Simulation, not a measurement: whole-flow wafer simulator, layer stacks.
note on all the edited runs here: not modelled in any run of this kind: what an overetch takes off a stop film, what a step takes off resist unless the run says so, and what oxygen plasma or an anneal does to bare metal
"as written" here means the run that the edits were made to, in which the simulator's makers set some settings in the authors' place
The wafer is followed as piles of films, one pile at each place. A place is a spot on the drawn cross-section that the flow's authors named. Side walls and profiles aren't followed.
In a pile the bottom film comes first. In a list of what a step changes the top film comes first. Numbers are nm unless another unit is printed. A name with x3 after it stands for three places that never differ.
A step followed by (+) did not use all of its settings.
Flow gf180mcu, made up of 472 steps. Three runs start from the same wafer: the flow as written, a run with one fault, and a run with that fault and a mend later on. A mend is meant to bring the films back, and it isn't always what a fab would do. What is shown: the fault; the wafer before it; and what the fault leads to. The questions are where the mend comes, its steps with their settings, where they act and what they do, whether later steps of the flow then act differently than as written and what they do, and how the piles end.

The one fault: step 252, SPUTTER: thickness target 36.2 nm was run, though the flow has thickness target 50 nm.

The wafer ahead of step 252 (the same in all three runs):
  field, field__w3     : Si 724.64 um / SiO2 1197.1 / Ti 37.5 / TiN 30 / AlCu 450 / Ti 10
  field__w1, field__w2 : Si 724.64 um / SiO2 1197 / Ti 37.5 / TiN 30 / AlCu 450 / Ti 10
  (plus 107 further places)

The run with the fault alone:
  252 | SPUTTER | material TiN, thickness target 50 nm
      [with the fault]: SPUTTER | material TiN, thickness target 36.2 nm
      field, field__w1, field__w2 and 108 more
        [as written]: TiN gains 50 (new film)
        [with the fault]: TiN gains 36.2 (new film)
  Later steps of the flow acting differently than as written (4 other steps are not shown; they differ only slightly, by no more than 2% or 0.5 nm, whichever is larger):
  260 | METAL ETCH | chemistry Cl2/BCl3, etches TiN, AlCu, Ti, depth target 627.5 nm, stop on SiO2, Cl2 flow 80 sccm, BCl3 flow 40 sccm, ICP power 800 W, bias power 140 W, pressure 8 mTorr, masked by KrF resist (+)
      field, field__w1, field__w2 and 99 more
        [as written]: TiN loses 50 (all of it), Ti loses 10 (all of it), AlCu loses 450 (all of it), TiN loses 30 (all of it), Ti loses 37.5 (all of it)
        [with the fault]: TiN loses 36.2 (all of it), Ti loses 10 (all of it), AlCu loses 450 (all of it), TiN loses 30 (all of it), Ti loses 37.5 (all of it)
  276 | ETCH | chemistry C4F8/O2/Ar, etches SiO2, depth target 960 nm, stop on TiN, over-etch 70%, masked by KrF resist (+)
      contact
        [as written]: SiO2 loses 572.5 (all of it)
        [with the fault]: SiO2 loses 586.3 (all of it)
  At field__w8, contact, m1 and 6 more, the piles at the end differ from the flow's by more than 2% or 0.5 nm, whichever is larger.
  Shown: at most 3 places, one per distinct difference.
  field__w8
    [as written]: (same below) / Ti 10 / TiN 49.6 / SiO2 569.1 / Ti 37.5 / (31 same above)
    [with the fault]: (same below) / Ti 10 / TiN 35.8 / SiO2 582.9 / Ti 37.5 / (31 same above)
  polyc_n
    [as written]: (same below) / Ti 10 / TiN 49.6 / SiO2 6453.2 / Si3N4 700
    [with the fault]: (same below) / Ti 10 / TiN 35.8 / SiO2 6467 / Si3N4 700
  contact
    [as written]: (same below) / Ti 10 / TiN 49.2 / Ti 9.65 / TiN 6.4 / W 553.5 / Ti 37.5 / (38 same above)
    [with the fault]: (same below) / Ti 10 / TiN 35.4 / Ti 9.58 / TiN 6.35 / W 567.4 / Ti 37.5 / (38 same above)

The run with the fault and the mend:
  The mend stands after step 252.
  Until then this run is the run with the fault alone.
  252a | SPUTTER | material TiN, thickness target 13.8 nm (a further turn of the flow's step 252, with different settings)
      field, field__w1, field__w2 and 108 more
        TiN gains 13.8
  Later steps of the flow that are run all act as written at every place that is followed.
  By the end, the piles equal the flow's at every place that both follow.
